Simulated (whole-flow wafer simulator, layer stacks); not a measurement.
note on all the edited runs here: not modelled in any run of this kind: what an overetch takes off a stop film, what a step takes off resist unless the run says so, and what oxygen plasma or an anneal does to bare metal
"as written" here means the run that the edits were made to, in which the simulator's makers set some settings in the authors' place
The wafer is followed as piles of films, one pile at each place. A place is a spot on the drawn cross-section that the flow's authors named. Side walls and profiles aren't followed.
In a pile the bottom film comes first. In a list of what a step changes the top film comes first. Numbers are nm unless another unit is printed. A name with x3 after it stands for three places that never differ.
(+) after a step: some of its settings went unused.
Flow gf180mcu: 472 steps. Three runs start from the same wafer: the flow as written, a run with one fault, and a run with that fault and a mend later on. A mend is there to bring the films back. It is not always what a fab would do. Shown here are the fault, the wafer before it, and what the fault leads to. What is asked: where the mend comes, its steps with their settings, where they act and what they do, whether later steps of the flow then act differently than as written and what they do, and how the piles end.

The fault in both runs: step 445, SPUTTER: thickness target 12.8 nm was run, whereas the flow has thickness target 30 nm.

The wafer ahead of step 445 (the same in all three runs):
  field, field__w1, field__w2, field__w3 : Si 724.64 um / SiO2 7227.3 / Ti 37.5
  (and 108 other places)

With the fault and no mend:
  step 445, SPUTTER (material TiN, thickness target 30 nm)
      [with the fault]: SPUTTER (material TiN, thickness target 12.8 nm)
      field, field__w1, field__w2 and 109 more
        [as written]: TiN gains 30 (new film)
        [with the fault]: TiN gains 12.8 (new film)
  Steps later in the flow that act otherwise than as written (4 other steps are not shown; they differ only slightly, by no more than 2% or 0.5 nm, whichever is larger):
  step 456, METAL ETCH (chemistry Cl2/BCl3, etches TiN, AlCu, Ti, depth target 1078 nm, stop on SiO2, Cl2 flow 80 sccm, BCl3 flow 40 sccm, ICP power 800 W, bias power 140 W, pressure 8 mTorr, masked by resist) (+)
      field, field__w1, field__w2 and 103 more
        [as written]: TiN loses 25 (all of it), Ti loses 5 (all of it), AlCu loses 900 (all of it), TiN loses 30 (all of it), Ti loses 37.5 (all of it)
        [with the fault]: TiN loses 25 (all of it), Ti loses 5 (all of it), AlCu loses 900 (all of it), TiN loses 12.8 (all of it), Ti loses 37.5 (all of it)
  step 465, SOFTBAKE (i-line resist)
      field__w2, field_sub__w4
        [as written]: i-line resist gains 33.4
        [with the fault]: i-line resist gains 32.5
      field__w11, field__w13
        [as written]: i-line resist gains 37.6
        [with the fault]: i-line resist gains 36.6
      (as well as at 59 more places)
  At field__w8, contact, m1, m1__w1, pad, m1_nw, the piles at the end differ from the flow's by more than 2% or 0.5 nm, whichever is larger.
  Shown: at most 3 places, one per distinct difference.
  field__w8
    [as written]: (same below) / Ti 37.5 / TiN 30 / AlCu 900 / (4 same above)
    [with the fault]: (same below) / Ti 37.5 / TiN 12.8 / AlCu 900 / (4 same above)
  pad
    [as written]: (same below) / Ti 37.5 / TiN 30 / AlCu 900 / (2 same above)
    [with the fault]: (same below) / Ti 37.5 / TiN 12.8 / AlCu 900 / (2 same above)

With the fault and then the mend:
  The mend stands after step 445.
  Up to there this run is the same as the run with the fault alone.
  step 445a, SPUTTER (material TiN, thickness target 17.2 nm) (the flow's step 445 again, with other settings)
      field, field__w1, field__w2 and 109 more
        TiN gains 17.2
  None of the later steps of the flow acts differently than as written at any place that is followed.
  The piles end the same as the flow's at every place that both follow.
